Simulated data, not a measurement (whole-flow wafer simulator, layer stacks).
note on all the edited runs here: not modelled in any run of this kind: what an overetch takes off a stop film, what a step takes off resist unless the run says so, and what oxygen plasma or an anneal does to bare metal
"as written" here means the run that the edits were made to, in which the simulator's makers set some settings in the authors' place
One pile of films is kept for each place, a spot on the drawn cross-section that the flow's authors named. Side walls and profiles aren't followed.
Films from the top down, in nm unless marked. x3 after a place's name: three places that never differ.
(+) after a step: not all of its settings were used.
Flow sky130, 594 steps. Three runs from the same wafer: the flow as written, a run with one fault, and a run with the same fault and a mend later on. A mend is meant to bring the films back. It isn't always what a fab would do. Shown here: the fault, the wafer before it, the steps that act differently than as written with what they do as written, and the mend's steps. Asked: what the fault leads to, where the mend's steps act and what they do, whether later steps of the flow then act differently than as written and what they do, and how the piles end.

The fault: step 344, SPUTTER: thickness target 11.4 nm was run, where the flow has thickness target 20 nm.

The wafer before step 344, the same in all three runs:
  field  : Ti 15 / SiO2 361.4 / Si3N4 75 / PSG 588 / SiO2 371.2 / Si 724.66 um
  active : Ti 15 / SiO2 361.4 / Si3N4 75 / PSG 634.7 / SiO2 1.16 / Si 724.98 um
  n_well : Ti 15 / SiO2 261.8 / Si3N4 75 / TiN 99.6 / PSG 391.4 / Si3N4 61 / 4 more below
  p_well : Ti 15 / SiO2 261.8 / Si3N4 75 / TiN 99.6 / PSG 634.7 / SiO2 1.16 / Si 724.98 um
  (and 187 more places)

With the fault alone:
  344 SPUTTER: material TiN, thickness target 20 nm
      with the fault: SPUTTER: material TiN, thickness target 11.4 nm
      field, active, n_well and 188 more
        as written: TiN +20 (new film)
        with the fault: TiN +11.4 (new film)
  Later steps of the flow that act differently than as written (16 more steps differ only slightly, by at most 2% or 0.5 nm, whichever is larger, and aren't shown):
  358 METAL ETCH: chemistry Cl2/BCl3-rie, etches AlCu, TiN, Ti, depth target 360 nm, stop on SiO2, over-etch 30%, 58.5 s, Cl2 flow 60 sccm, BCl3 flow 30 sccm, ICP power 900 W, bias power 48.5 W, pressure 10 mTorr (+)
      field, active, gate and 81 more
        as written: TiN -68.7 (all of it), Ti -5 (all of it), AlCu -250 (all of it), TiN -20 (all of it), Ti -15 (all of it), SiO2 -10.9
        with the fault: TiN -68.7 (all of it), Ti -5 (all of it), AlCu -250 (all of it), TiN -11.4 (all of it), Ti -15 (all of it), SiO2 -11.8
  At the end the piles differ from the flow's by more than 2% or 0.5 nm, whichever is larger, at n_well, p_well, gate_hv and 104 more.
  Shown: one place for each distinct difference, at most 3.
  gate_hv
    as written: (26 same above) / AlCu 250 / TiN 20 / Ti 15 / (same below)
    with the fault: (26 same above) / AlCu 250 / TiN 11.4 / Ti 15 / (same below)
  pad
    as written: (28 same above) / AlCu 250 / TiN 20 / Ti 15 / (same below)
    with the fault: (28 same above) / AlCu 250 / TiN 11.4 / Ti 15 / (same below)
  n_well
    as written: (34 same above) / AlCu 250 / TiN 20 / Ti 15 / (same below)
    with the fault: (34 same above) / AlCu 250 / TiN 11.4 / Ti 15 / (same below)

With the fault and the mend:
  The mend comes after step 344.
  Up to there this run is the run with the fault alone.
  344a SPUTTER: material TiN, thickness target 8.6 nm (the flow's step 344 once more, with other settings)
      field, active, n_well and 188 more
        TiN +8.6
  No later step of the flow acts differently than as written at any place that is followed.
  At the end the piles are the same as the flow's at every place that both follow.
